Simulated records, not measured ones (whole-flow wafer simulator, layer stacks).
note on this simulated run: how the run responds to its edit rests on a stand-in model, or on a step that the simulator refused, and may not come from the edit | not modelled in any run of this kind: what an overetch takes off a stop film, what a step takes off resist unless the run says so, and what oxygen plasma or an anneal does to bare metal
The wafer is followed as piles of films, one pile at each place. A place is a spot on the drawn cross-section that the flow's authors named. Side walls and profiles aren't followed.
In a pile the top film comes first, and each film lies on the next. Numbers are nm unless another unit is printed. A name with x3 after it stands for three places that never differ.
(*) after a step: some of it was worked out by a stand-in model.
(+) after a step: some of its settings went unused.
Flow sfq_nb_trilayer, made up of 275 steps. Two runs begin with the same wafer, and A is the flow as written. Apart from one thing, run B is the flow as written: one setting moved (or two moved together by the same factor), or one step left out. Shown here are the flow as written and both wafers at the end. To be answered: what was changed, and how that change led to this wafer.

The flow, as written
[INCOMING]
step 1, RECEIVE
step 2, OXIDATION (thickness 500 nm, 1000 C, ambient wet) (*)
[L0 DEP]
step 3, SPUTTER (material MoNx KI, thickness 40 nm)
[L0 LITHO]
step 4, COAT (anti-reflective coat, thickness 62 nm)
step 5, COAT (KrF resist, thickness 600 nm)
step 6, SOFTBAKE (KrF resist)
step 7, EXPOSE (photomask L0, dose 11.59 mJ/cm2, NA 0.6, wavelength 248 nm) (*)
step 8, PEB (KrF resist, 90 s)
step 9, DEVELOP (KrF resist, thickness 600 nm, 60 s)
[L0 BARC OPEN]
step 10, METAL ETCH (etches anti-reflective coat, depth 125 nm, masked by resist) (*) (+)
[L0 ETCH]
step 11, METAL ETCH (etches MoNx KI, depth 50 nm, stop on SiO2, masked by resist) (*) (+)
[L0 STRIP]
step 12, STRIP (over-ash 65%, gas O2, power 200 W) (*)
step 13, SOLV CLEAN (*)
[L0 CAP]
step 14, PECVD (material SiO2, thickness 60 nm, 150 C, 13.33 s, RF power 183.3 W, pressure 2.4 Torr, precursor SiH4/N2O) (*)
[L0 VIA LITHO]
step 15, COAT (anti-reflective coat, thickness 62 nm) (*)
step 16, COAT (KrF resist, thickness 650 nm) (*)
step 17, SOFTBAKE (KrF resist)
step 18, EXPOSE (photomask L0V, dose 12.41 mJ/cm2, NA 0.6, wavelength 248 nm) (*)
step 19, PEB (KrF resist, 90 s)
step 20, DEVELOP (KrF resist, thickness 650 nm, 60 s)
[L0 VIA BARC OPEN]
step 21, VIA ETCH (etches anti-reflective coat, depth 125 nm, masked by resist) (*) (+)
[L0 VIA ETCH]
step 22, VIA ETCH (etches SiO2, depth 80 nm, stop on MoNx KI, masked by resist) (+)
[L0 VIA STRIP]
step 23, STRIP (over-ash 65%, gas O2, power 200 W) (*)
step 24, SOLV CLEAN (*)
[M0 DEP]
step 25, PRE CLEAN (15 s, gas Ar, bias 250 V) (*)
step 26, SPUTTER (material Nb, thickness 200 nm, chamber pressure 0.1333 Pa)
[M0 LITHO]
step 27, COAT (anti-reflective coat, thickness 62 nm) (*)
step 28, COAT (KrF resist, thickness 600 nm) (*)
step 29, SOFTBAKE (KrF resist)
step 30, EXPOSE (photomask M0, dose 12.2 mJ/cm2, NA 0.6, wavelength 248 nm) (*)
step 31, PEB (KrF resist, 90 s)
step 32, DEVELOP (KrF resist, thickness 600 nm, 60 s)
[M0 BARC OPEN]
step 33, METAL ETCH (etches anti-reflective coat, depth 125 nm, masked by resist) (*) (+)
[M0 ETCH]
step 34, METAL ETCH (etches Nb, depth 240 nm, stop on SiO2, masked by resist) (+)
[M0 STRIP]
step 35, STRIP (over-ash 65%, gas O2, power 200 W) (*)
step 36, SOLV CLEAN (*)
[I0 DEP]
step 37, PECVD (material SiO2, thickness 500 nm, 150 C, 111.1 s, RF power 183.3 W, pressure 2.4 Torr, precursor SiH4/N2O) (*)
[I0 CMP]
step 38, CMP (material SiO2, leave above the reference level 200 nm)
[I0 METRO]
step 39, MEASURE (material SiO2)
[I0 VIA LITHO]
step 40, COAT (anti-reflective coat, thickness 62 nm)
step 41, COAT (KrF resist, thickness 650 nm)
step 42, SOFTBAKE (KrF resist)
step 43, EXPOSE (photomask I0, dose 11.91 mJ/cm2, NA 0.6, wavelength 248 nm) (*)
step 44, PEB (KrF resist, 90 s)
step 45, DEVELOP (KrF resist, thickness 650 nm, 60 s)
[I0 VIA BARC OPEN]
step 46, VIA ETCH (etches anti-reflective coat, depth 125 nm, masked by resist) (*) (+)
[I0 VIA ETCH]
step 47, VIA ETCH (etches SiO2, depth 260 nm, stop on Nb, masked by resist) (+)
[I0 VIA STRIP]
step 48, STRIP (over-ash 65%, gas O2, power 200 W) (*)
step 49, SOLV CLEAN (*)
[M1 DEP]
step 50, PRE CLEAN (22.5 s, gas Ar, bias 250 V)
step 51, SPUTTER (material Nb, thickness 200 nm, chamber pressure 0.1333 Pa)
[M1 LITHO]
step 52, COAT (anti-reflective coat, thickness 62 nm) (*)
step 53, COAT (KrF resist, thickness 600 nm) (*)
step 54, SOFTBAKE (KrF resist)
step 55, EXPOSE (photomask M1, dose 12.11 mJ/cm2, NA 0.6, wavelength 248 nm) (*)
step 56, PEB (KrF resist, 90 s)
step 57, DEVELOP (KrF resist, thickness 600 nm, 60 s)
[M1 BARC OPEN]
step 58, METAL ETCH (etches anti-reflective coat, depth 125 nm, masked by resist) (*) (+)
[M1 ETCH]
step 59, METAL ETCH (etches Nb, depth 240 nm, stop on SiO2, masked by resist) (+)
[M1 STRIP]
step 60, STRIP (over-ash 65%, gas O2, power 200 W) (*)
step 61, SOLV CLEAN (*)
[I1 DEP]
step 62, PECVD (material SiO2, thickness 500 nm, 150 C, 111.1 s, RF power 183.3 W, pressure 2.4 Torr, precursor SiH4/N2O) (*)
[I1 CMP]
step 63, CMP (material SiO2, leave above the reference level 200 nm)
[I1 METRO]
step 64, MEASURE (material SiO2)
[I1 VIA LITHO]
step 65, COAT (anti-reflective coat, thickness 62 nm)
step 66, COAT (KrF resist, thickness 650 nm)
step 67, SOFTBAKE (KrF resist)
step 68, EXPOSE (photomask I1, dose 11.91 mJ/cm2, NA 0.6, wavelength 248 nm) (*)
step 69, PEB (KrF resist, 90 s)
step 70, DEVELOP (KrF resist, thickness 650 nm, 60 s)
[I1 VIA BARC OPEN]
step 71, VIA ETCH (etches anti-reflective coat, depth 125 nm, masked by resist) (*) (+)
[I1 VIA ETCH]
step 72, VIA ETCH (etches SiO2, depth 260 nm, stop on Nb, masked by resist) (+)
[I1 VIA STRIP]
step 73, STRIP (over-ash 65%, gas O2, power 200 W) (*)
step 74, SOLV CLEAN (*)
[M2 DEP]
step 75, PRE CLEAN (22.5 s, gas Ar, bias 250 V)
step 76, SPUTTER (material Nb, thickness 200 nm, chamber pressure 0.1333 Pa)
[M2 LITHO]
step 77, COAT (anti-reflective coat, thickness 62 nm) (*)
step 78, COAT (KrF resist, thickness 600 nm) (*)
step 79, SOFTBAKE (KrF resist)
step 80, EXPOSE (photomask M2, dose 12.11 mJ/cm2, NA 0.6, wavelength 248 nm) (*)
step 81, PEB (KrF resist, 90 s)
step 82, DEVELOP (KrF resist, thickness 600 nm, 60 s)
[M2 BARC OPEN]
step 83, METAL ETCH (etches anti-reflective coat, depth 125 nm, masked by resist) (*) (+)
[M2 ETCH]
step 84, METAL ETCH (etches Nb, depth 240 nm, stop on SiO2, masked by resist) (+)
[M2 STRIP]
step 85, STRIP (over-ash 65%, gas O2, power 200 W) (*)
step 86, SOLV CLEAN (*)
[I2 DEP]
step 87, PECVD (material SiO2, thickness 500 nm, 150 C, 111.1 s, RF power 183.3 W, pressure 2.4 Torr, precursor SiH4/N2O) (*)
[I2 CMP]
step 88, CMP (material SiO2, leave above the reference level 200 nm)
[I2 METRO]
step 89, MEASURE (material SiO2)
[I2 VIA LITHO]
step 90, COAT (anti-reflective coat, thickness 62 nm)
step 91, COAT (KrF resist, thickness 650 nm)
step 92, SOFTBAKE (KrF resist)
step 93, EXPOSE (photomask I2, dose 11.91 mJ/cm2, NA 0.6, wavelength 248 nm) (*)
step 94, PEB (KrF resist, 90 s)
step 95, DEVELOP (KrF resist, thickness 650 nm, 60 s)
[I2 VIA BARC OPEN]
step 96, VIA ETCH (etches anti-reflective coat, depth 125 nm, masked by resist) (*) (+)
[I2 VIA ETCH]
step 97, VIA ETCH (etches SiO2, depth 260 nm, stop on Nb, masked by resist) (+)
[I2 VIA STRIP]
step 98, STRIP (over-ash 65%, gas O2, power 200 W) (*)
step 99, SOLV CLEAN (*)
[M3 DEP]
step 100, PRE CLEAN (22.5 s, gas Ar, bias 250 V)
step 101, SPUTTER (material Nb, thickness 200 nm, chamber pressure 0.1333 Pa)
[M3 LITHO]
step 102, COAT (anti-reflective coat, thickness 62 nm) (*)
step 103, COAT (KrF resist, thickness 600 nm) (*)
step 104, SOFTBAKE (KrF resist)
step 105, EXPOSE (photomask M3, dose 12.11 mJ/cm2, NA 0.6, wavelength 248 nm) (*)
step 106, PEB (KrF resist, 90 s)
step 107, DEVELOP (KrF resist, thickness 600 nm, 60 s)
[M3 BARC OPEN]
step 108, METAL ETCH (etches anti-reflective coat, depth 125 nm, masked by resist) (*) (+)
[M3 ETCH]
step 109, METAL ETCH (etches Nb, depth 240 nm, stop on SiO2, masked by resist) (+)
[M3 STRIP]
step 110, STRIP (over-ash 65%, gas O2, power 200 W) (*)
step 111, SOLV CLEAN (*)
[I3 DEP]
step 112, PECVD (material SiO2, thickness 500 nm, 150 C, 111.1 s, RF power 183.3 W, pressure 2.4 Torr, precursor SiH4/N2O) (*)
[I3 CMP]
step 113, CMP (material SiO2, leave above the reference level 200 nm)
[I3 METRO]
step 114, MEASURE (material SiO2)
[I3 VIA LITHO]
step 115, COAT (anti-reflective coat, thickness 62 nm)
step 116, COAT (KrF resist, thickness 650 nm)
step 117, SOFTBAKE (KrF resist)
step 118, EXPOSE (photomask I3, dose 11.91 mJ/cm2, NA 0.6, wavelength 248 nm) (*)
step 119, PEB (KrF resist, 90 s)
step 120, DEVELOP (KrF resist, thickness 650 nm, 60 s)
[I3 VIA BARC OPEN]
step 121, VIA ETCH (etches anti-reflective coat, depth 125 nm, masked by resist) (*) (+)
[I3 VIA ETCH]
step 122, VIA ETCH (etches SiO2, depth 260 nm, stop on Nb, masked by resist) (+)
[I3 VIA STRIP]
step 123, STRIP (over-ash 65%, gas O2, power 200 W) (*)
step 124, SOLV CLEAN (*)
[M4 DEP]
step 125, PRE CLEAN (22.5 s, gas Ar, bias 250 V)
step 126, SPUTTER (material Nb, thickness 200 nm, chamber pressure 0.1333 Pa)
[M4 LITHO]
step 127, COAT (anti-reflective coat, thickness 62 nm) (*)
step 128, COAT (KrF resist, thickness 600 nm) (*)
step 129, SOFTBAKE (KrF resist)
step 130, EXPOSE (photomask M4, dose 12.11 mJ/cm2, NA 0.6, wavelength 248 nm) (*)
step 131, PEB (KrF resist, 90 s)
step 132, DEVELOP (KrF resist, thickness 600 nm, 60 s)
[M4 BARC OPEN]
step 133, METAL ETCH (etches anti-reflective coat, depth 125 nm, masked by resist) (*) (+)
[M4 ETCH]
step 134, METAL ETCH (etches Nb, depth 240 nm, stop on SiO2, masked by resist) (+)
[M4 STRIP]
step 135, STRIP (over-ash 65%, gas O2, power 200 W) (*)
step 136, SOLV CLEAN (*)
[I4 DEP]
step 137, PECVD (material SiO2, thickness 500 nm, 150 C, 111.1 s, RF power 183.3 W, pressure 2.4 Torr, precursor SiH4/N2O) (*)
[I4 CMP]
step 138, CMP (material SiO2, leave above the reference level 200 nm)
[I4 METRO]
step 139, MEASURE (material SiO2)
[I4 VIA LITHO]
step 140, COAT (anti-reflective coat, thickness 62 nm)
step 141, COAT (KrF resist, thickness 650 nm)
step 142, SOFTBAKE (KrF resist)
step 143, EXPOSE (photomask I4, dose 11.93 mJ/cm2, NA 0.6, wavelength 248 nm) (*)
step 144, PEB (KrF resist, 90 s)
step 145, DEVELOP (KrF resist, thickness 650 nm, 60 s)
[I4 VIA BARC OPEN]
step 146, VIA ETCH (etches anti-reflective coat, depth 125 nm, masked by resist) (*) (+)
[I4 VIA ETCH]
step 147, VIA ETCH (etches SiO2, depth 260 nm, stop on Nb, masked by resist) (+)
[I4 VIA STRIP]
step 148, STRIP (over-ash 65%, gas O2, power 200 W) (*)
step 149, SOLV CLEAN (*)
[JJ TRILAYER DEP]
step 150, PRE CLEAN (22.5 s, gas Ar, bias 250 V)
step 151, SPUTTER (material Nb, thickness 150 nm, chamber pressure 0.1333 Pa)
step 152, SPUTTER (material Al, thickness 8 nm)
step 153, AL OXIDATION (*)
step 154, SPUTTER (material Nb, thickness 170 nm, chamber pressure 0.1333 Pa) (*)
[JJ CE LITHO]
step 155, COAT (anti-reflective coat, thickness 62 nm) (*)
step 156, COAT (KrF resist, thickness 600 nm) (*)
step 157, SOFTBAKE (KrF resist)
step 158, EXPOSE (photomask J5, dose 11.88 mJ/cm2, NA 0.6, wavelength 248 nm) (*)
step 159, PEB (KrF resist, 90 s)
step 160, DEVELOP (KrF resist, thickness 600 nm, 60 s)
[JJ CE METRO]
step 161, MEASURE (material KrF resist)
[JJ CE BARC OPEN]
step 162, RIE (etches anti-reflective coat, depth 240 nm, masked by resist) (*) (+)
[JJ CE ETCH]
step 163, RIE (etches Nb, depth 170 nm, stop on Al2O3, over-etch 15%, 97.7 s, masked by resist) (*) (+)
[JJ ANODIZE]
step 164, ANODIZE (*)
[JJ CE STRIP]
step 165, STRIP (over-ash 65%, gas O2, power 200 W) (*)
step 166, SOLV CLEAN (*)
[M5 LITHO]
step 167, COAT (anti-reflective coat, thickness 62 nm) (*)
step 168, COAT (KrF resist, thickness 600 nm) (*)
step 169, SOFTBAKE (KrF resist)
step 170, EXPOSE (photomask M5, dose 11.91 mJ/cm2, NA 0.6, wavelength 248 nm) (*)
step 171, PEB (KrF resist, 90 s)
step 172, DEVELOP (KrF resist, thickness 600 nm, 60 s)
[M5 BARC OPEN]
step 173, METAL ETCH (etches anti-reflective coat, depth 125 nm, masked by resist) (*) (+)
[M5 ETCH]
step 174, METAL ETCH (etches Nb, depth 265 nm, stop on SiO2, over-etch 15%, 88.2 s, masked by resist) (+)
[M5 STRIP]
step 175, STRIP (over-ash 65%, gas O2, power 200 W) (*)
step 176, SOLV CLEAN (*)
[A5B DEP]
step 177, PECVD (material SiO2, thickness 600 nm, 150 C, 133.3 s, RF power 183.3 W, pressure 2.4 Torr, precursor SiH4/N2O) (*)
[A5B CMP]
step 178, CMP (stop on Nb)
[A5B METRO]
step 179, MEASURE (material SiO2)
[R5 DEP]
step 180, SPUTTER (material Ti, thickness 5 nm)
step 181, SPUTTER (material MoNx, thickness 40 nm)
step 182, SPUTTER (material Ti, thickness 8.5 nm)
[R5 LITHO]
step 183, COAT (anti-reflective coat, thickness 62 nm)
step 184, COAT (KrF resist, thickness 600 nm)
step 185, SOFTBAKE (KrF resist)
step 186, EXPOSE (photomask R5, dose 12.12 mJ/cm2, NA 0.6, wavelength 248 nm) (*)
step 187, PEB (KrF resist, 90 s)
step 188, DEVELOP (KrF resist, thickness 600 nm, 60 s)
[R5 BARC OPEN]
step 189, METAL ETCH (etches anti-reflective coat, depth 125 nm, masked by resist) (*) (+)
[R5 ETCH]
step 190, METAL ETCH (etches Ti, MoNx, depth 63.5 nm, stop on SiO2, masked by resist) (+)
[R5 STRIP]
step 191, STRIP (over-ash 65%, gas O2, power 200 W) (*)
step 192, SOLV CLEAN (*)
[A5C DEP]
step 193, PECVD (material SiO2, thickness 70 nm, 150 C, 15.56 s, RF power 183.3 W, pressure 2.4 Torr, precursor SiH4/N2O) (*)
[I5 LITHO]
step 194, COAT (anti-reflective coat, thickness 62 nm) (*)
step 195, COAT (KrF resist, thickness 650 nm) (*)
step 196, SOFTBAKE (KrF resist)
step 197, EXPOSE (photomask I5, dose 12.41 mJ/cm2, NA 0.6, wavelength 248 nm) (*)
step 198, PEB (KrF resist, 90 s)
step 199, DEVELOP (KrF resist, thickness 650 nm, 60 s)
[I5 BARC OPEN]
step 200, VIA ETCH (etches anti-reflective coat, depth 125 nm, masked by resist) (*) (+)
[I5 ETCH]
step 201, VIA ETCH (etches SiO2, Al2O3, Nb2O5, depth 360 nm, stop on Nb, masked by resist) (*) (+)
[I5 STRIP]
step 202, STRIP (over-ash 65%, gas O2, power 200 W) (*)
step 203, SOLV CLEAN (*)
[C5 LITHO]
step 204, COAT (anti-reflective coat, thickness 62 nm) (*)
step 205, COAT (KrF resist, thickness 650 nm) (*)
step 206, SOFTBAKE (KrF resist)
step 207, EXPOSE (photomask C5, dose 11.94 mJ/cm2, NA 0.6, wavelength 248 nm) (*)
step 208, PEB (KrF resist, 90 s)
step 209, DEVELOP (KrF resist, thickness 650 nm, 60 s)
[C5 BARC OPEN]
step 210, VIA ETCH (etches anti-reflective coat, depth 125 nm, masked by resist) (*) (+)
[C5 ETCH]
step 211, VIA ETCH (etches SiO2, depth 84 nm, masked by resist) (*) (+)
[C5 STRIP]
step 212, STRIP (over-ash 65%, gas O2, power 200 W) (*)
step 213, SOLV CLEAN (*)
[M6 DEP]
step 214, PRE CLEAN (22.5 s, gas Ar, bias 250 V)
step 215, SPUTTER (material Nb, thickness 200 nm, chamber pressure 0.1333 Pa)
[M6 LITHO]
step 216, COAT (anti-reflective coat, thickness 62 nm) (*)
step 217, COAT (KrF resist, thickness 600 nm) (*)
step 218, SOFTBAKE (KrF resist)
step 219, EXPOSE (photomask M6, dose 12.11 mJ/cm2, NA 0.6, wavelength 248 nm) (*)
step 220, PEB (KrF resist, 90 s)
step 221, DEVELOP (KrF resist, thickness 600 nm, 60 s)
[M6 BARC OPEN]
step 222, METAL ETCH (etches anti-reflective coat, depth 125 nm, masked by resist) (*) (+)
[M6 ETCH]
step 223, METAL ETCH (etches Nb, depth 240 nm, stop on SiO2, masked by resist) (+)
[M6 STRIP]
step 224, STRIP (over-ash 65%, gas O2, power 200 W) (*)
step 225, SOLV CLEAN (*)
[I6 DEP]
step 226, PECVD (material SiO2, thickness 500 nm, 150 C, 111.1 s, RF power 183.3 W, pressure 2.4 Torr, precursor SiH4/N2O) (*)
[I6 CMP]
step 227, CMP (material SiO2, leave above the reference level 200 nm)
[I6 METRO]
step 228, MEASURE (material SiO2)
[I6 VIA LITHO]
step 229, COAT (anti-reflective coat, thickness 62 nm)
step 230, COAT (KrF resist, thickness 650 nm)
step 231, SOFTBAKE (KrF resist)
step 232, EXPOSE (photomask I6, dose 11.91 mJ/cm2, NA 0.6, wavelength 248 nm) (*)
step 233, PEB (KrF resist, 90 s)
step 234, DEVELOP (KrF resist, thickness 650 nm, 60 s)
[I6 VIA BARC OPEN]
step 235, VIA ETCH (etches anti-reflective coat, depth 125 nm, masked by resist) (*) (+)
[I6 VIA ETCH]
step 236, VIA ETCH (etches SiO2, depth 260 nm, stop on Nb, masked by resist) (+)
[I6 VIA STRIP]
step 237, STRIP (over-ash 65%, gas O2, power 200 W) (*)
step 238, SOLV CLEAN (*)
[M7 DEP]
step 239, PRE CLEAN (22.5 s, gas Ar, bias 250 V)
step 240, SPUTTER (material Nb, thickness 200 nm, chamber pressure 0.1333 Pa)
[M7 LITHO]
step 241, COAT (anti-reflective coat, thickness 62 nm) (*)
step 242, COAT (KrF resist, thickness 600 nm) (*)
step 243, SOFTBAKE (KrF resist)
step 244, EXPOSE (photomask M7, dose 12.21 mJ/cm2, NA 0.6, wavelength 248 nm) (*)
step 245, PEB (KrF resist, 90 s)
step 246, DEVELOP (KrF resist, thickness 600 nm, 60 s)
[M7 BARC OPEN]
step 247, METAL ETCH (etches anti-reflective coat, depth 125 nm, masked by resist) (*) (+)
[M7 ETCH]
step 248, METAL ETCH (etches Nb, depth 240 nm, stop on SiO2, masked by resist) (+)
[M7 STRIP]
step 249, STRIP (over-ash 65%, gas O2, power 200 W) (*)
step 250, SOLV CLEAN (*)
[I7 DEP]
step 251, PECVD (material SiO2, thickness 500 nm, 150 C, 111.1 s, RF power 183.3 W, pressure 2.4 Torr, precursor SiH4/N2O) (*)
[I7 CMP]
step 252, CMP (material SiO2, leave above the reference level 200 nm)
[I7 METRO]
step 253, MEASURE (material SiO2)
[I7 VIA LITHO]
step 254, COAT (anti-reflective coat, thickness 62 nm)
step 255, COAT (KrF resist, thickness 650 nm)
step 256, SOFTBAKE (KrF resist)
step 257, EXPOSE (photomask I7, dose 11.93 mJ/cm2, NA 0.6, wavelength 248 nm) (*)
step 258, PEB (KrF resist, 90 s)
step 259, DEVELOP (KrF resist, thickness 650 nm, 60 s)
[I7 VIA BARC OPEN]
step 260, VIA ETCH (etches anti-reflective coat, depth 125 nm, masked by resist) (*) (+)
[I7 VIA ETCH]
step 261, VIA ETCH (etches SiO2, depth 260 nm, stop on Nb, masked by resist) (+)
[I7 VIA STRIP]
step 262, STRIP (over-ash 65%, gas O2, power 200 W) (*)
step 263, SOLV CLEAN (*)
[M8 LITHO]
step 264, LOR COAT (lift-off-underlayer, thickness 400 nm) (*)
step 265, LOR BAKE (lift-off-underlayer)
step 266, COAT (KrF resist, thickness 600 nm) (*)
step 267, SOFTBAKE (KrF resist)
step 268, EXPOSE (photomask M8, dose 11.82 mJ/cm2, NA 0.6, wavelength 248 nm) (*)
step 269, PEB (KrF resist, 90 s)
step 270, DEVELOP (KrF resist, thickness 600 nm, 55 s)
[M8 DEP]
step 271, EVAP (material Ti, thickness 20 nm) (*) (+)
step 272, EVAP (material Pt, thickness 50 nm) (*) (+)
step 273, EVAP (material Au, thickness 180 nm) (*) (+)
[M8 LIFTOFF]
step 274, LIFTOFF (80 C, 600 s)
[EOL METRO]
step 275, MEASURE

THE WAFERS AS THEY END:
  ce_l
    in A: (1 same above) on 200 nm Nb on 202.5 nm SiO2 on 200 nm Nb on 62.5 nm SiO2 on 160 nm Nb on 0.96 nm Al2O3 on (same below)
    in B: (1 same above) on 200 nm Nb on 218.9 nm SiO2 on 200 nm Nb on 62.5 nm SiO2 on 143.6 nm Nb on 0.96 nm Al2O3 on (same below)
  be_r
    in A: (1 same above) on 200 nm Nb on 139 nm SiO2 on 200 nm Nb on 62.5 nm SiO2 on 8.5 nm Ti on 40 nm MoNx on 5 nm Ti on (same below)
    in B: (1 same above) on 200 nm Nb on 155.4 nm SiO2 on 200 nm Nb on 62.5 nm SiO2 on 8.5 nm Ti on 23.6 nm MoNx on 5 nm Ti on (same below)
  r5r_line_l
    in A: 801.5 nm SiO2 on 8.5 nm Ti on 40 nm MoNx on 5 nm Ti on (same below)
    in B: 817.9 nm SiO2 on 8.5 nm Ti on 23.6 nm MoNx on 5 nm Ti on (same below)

What caused this: step 181, SPUTTER: thickness 23.6 nm was run, though the flow has thickness 40 nm.
One can read it off the wafer: be_r has MoNx 23.6, and step 181 as written asks for 40 nm.

The path from the change to this, step by step:
  step 181, SPUTTER (material MoNx, thickness 40 nm)
      field_l, v_sur, via_wl and 103 more: A +40 MoNx (new film) | B +23.6 MoNx (new film)
  step 190, METAL ETCH (etches Ti, MoNx, depth 63.5 nm, stop on SiO2, masked by resist) (+)
      field_l, v_sur, via_wl and 92 more: A -8.5 Ti (all of it), -40 MoNx (all of it), -5 Ti (all of it) | B -8.5 Ti (all of it), -23.6 MoNx (all of it), -5 Ti (all of it)
      ce_l, c5j, ce_r, wl_jj: A -8.5 Ti (all of it), -40 MoNx (all of it), -5 Ti (all of it), -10 Nb | B -8.5 Ti (all of it), -23.6 MoNx (all of it), -5 Ti (all of it), -26.4 Nb
  step 194, COAT (anti-reflective coat, thickness 62 nm) (*)
      wl_j_sl, wl_j_sr: A +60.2 anti-reflective coat (new film) | B +57.5 anti-reflective coat (new film)
      r5r_spacepad_l, r5r_spacepad_r: A +84.4 anti-reflective coat (new film) | B +77.3 anti-reflective coat (new film)
      (also at 15 further places)
  step 202, STRIP (over-ash 65%, gas O2, power 200 W) (*)
      wl_j_sl, wl_j_sr: A -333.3 KrF resist (all of it), -60.2 anti-reflective coat (all of it) | B -333.4 KrF resist (all of it), -57.5 anti-reflective coat (all of it)
      r5r_spacepad_l, r5r_spacepad_r: A -335.6 KrF resist (all of it), -84.4 anti-reflective coat (all of it) | B -335 KrF resist (all of it), -77.3 anti-reflective coat (all of it)
      (also at 15 further places)
  step 204, COAT (anti-reflective coat, thickness 62 nm) (*)
      wl_j_sl, wl_j_sr: A +60.2 anti-reflective coat (new film) | B +57.5 anti-reflective coat (new film)
      r5r_spacepad_l, r5r_spacepad_r: A +84.4 anti-reflective coat (new film) | B +77.3 anti-reflective coat (new film)
      (also at 15 further places)
  step 210, VIA ETCH (etches anti-reflective coat, depth 125 nm, masked by resist) (*) (+)
      field_l, v_sur, via_wl and 101 more: A -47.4 KrF resist | B -48.5 KrF resist
      c5j: A -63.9 anti-reflective coat (all of it), -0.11 SiO2 | B -68.4 anti-reflective coat (all of it), -0.09 SiO2
      (also at 1 further place)
  step 212, STRIP (over-ash 65%, gas O2, power 200 W) (*)
      wl_j_sl, wl_j_sr: A -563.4 KrF resist (all of it), -60.2 anti-reflective coat (all of it) | B -562.3 KrF resist (all of it), -57.5 anti-reflective coat (all of it)
      r5r_spacepad_l, r5r_spacepad_r: A -565.8 KrF resist (all of it), -84.4 anti-reflective coat (all of it) | B -563.9 KrF resist (all of it), -77.3 anti-reflective coat (all of it)
      (also at 13 further places)
  step 216, COAT (anti-reflective coat, thickness 62 nm) (*)
      r5r_line_l, r5r_line_c, r5r_line_r: A +50 anti-reflective coat (new film) | B +52.8 anti-reflective coat (new film)
      wl_j_sl, wl_j_sr: A +60.2 anti-reflective coat (new film) | B +57.6 anti-reflective coat (new film)
      (also at 12 further places)
  step 222, METAL ETCH (etches anti-reflective coat, depth 125 nm, masked by resist) (*) (+)
      r5r_line_l, r5r_line_c, r5r_line_r: A -50 anti-reflective coat (all of it) | B -52.8 anti-reflective coat (all of it)
      r5r_spacepad_l, r5r_spacepad_r: A -85.7 anti-reflective coat (all of it) | B -77.9 anti-reflective coat (all of it)
      (also at 2 further places)
  step 224, STRIP (over-ash 65%, gas O2, power 200 W) (*)
      wl_j_sl, wl_j_sr: A -382.5 KrF resist (all of it), -60.2 anti-reflective coat (all of it) | B -382.4 KrF resist (all of it), -57.6 anti-reflective coat (all of it)
      jj_sur: A -378.5 KrF resist (all of it), -56.1 anti-reflective coat (all of it) | B -377.5 KrF resist (all of it), -53.2 anti-reflective coat (all of it)
      (also at 7 further places)
  step 226, PECVD (material SiO2, thickness 500 nm, 150 C, 111.1 s, RF power 183.3 W, pressure 2.4 Torr, precursor SiH4/N2O) (*)
      r5r_spacepad_l, r5r_spacepad_r: A +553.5 SiO2 | B +534.6 SiO2
  step 227, CMP (material SiO2, leave above the reference level 200 nm)
      ce_l, ce_r, wl_jj: A -290 SiO2 | B -273.6 SiO2
      be_r, r_sur, r_end: A -353.5 SiO2 | B -337.1 SiO2
      (also at 7 further places)
